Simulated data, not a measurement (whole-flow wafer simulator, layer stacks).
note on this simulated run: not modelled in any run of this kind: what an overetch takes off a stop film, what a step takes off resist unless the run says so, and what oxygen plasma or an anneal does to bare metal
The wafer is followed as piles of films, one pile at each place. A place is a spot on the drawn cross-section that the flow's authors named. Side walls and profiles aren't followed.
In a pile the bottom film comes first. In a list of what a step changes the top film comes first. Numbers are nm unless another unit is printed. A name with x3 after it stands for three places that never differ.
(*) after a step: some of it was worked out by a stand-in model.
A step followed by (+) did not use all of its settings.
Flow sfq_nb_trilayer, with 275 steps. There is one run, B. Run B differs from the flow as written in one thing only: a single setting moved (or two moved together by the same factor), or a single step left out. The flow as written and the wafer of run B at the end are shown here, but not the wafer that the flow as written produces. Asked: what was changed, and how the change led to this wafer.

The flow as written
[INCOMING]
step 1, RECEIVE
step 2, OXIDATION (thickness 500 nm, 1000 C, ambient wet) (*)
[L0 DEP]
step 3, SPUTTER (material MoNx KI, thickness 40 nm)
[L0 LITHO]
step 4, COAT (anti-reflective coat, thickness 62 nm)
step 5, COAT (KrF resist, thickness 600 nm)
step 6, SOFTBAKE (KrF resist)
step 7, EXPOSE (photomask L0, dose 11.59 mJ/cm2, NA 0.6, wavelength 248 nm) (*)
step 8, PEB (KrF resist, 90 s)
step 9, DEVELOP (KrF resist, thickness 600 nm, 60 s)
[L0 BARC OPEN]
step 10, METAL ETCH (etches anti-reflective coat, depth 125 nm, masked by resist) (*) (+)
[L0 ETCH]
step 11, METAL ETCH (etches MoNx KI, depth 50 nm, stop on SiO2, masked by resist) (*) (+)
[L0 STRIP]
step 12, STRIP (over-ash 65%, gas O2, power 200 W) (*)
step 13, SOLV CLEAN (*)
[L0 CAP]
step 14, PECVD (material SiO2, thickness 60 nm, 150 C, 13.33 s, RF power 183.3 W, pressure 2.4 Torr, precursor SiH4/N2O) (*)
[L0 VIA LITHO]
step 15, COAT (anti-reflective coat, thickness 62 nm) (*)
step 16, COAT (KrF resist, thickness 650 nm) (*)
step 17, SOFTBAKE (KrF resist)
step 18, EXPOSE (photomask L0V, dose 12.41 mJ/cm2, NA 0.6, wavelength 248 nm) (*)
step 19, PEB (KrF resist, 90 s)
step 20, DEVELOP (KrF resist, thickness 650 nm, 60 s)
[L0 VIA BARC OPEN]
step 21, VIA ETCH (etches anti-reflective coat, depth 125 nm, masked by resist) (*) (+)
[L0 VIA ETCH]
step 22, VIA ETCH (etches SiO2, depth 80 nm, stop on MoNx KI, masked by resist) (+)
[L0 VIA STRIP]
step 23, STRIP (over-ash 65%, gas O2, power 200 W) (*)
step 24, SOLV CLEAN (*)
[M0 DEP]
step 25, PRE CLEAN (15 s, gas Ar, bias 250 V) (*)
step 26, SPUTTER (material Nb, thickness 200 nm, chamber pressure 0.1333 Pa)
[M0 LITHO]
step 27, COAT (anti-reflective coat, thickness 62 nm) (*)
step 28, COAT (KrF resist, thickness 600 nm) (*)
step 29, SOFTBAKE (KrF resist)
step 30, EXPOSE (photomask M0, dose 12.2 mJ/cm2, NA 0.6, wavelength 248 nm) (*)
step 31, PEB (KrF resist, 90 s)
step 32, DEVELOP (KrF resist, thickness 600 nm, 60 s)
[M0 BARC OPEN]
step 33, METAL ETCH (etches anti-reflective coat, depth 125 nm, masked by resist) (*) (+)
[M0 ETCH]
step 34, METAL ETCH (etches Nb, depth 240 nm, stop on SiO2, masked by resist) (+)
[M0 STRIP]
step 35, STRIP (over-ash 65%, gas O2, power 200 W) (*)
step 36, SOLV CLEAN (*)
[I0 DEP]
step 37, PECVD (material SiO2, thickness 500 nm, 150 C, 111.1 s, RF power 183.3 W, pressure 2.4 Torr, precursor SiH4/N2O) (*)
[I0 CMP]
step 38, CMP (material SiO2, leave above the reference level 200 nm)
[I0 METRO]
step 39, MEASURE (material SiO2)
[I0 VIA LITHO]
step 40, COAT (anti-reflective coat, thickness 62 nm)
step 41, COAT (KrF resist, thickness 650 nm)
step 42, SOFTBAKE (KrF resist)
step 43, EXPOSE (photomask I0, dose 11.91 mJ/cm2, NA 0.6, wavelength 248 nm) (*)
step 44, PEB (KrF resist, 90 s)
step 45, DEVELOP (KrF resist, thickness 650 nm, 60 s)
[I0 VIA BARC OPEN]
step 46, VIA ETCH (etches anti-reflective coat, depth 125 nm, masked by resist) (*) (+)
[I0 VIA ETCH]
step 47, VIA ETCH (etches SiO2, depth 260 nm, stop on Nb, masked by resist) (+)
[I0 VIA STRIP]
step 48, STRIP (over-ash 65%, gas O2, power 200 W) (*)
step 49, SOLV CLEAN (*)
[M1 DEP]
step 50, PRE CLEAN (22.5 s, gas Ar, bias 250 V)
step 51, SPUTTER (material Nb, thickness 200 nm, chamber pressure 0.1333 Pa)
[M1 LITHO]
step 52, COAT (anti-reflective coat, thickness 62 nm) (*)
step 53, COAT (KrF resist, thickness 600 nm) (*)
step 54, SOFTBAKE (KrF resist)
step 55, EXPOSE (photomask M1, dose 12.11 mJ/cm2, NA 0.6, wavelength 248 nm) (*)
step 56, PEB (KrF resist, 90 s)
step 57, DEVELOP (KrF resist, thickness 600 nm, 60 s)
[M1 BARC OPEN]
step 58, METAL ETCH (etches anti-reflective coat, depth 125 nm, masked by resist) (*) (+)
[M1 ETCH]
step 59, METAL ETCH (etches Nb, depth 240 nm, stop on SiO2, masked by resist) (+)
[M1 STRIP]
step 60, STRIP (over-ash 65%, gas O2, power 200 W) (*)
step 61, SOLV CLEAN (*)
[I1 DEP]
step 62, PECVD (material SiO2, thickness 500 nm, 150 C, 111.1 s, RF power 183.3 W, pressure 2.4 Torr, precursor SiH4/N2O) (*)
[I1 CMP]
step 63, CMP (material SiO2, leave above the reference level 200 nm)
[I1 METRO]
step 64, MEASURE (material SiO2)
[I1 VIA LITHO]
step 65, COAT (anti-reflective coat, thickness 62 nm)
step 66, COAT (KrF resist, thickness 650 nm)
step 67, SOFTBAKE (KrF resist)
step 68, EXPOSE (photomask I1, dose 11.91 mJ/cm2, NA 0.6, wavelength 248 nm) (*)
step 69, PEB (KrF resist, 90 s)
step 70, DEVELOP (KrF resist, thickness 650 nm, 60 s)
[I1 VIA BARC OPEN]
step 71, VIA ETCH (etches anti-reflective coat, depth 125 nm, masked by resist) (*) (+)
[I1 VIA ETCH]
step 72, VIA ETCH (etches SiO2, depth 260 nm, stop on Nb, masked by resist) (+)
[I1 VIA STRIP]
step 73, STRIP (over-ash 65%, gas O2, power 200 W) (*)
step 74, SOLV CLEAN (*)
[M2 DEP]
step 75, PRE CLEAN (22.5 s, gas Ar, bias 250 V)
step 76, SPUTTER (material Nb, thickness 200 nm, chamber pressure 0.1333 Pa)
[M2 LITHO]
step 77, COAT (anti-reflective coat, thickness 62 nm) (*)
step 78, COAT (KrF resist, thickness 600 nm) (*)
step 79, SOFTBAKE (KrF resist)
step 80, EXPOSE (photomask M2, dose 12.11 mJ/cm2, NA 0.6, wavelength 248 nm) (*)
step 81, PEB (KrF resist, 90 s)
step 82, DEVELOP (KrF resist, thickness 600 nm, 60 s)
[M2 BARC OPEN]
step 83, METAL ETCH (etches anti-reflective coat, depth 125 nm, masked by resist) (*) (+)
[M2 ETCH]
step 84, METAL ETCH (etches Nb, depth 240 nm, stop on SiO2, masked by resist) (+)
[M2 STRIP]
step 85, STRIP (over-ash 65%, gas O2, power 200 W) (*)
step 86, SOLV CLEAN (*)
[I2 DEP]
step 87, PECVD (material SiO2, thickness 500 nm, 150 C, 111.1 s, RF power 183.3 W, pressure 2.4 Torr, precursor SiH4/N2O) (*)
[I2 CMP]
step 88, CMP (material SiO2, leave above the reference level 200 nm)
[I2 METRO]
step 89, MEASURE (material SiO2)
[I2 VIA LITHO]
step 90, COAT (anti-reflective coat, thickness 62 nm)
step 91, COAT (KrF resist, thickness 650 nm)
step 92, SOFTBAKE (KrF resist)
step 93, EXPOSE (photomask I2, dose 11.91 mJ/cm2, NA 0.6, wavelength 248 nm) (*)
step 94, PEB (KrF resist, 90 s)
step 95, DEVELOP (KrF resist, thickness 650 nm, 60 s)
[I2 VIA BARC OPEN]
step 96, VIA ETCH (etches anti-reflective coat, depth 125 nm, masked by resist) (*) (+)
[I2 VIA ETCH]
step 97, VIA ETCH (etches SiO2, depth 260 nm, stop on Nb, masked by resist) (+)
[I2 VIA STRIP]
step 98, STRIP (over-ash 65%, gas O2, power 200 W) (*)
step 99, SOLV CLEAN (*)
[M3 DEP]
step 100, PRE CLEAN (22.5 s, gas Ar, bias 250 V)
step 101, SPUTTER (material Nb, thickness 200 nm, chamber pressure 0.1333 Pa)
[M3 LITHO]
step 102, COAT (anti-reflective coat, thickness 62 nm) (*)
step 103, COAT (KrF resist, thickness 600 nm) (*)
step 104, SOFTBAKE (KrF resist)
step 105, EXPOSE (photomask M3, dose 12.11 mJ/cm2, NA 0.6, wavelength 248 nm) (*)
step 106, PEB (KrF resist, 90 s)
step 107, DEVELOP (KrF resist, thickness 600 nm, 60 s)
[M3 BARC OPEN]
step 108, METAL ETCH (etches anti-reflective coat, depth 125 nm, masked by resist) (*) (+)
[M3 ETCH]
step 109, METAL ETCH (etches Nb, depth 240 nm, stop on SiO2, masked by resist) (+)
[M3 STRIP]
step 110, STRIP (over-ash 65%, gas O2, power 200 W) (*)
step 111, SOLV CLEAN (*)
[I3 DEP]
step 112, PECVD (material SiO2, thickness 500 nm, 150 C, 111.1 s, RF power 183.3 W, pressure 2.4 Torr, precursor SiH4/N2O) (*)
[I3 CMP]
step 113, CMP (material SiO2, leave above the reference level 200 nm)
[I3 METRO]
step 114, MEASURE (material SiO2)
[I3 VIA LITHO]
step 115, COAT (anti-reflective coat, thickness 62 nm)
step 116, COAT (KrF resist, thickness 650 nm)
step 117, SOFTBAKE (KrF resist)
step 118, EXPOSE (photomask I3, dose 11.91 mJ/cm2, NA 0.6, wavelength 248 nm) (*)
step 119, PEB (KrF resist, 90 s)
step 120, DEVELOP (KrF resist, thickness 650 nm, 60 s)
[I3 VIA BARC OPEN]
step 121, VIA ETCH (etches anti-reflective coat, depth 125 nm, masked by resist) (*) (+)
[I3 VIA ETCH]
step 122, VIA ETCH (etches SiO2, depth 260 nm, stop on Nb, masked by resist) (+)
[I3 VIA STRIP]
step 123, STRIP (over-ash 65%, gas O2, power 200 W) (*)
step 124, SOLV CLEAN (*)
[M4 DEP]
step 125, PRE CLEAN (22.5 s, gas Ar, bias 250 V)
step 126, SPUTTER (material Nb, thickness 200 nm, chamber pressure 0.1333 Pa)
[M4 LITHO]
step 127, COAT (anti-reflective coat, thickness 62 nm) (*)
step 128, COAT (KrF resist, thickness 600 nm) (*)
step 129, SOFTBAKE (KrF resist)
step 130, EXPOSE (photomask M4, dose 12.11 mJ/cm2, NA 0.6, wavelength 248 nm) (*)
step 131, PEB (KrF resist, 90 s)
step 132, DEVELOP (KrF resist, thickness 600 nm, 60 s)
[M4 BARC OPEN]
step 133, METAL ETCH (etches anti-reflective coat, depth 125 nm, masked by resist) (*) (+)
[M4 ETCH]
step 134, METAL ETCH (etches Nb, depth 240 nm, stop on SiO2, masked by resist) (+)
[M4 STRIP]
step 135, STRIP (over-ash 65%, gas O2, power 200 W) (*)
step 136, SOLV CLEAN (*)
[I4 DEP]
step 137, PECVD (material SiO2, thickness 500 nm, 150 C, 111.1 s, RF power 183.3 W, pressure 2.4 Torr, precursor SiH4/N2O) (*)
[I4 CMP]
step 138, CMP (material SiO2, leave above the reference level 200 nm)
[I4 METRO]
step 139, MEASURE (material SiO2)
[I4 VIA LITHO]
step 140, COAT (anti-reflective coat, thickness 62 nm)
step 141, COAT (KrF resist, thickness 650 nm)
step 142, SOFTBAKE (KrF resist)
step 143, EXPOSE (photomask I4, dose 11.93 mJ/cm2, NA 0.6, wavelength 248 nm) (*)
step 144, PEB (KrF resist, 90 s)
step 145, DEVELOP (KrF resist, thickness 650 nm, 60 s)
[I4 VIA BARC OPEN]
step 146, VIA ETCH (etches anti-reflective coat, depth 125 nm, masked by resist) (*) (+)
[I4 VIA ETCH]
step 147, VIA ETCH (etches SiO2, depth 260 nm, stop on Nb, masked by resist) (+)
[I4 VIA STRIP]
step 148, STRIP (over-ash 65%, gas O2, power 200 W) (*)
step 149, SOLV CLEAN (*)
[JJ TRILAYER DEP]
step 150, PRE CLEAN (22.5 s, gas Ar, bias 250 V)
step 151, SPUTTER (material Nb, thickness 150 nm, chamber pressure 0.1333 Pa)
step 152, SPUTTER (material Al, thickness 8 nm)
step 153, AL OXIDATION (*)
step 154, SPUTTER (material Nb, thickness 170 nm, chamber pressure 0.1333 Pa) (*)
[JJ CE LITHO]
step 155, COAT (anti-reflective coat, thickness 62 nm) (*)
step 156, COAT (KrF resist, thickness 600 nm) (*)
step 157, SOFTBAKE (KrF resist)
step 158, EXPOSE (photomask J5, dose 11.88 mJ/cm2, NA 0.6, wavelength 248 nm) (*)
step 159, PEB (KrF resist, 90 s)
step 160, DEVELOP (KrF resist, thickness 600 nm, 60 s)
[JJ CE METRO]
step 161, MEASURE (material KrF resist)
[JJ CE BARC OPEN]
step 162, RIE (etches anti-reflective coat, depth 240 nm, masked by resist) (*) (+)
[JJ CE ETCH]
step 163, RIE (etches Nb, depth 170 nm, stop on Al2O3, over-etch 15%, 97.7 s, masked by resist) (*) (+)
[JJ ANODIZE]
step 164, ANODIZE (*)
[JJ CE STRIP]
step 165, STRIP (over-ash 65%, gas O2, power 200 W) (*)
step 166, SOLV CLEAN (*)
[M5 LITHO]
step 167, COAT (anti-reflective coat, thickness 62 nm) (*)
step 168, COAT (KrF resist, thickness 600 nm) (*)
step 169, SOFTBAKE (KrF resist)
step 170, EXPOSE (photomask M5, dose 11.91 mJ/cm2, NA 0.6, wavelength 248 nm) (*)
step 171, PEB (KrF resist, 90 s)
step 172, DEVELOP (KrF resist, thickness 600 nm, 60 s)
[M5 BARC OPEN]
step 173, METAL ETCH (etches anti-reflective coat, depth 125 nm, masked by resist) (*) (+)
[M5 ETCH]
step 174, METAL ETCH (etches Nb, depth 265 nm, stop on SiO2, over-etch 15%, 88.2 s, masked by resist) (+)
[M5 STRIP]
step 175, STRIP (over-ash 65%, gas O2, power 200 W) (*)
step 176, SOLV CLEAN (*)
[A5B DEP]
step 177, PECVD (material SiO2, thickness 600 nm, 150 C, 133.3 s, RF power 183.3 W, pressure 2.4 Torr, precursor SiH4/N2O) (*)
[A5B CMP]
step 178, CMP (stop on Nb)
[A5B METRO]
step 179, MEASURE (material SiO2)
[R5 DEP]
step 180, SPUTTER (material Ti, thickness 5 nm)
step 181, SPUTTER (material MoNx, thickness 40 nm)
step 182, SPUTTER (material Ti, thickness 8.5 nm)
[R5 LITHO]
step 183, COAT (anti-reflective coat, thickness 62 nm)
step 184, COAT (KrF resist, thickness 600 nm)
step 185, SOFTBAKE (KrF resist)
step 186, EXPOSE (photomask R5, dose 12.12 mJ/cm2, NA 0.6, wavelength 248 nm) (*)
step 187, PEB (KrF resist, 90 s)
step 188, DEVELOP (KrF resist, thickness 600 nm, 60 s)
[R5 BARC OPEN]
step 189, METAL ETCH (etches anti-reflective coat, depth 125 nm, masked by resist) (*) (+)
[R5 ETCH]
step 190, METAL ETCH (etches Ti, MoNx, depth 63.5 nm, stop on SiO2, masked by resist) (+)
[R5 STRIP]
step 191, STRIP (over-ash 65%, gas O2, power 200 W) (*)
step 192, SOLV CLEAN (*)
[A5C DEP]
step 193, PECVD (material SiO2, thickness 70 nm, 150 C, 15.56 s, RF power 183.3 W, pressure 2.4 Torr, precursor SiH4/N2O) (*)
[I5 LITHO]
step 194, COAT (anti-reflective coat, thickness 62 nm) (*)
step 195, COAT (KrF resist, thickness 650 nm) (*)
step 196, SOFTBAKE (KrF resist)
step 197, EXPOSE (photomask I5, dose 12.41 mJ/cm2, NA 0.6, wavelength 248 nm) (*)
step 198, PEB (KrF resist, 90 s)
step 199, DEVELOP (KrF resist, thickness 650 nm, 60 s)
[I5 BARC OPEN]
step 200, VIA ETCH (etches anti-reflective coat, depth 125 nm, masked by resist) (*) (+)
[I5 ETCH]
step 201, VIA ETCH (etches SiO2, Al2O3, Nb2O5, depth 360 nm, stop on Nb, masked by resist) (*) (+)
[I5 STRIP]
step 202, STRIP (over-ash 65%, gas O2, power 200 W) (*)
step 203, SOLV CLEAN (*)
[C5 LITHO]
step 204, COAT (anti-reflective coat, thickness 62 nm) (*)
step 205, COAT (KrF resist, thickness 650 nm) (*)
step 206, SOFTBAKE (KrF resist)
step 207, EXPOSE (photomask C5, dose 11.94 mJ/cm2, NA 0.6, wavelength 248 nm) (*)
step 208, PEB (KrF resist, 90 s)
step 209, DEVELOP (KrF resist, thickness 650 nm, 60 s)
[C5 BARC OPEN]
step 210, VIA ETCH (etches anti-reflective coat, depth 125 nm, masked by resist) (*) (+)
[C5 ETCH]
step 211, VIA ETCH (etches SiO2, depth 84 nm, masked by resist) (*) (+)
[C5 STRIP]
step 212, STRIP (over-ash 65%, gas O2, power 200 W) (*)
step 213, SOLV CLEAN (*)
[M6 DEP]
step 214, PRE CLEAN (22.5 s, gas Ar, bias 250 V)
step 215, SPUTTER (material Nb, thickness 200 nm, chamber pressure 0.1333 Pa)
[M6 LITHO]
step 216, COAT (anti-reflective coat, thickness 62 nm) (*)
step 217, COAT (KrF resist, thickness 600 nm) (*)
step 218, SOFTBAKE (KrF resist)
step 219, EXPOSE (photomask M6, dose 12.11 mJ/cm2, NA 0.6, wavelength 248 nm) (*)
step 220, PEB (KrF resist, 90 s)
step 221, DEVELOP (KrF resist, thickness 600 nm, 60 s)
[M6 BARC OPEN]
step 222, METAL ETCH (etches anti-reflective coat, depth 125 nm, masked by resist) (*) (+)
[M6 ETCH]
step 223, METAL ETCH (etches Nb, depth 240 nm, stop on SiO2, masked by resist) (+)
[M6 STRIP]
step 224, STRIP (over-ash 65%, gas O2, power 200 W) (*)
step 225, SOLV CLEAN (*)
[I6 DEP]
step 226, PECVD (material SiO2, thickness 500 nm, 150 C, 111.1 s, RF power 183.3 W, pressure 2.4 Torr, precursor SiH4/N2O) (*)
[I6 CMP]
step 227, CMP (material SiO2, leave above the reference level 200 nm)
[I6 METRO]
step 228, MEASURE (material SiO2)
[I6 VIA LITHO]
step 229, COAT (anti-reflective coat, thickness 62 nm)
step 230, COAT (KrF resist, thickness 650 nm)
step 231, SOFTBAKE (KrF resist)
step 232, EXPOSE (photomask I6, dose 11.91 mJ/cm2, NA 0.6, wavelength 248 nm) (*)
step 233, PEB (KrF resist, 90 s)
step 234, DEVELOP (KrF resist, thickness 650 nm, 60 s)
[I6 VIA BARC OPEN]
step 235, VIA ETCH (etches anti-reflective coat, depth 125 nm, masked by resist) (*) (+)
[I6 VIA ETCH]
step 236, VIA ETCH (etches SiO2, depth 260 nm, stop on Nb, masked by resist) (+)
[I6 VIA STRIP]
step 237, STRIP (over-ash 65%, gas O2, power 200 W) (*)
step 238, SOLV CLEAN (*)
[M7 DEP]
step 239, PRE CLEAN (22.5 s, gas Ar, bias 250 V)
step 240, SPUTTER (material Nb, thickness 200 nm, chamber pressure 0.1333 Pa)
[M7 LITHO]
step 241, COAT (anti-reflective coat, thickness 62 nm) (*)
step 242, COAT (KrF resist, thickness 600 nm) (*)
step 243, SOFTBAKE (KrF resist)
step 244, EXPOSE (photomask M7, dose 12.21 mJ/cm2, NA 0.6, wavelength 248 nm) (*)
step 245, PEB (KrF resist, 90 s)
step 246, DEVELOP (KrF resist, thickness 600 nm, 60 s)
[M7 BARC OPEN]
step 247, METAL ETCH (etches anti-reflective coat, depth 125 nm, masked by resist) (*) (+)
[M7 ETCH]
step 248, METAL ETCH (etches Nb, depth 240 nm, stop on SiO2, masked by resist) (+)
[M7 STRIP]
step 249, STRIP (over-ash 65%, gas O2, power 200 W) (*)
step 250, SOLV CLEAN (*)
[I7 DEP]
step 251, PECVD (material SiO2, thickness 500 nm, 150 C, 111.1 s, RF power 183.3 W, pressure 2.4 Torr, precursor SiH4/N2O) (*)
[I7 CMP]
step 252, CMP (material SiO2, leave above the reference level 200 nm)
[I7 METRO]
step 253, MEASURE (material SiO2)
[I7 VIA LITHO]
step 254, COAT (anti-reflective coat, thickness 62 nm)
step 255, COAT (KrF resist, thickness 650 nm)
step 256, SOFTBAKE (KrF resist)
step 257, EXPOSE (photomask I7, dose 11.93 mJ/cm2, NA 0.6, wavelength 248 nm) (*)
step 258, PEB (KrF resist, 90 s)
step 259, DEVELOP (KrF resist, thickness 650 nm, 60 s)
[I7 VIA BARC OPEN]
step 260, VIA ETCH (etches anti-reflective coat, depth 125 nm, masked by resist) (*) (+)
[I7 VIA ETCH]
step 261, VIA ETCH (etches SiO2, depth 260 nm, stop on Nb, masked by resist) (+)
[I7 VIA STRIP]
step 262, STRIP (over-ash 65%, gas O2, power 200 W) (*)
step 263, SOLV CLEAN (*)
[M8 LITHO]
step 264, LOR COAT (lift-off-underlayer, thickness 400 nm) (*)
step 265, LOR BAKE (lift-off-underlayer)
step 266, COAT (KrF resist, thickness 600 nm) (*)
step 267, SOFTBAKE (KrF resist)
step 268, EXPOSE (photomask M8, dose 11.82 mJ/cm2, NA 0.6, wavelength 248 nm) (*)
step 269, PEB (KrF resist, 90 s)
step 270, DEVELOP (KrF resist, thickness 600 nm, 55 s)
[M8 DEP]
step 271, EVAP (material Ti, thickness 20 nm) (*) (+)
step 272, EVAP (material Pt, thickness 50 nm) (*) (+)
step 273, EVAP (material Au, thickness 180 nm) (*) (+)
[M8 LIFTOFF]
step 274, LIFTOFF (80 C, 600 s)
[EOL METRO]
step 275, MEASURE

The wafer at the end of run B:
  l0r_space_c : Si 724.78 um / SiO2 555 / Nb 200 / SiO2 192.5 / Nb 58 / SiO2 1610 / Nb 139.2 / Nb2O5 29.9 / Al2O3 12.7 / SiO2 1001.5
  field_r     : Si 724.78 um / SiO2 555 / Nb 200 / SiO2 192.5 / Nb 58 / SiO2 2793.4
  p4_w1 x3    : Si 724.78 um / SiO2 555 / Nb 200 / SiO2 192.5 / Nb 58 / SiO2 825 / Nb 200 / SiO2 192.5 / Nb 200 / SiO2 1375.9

The reason: step 51, SPUTTER: thickness 298 nm was run, while the flow as written has thickness 200 nm.

The path from the change to this, step by step:
  step 51, SPUTTER (material Nb, thickness 200 nm, chamber pressure 0.1333 Pa)
      field_l, v_sur, via_wl and 102 more: Nb gains 298 (new film) (in the flow as written it would be: Nb gains 200 (new film))
      via_w: Nb gains 261.5 (in the flow as written it would be: Nb gains 174.5)
  step 52, COAT (anti-reflective coat, thickness 62 nm) (*)
      via_wr: anti-reflective coat gains 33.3 (new film) (in the flow as written it would be: anti-reflective coat gains 34.9 (new film))
  step 59, METAL ETCH (etches Nb, depth 240 nm, stop on SiO2, masked by resist) (+)
      field_l, be, be_sur and 79 more: Nb loses 240 (in the flow as written it would be: Nb loses 200 (all of it))
  step 60, STRIP (over-ash 65%, gas O2, power 200 W) (*)
      via_wr: KrF resist loses 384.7 (all of it), anti-reflective coat loses 33.3 (all of it) (in the flow as written it would be: KrF resist loses 384.4 (all of it), anti-reflective coat loses 34.9 (all of it))
  step 62, PECVD (material SiO2, thickness 500 nm, 150 C, 111.1 s, RF power 183.3 W, pressure 2.4 Torr, precursor SiH4/N2O) (*)
      field_l, be, be_sur and 72 more: SiO2 gains 500 (new film) (in the flow as written it would be: SiO2 gains 500)
      lsp_m, ln_m6, lsp_r, l0_sur, l0v: SiO2 gains 493.9 (new film) (in the flow as written it would be: SiO2 gains 494.9)
      (also at 3 further places)
  step 63, CMP (material SiO2, leave above the reference level 200 nm)
      field_l, be, be_sur and 72 more: SiO2 loses 60 (in the flow as written it would be: SiO2 loses 100)
      lsp_m, ln_m6, lsp_r, l0_sur, l0v: SiO2 loses 53.9 (in the flow as written it would be: SiO2 loses 94.9)
      (also at 1 further place)
If metal films that touch count as one body, l0r_space_c has 3 bodies (between them, from the top down: SiO2 1610; SiO2 192.5); the flow as written gives 2 bodies (between them, from the top down: SiO2 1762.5).
If metal films that touch count as one body, field_r has 2 bodies (between them, from the top down: SiO2 192.5); the flow as written gives 1 body.
If metal films that touch count as one body, p4_w1 x3 has 4 bodies (between them, from the top down: SiO2 192.5; SiO2 825; SiO2 192.5); the flow as written gives 3 bodies (between them, from the top down: SiO2 192.5; SiO2 977.5).
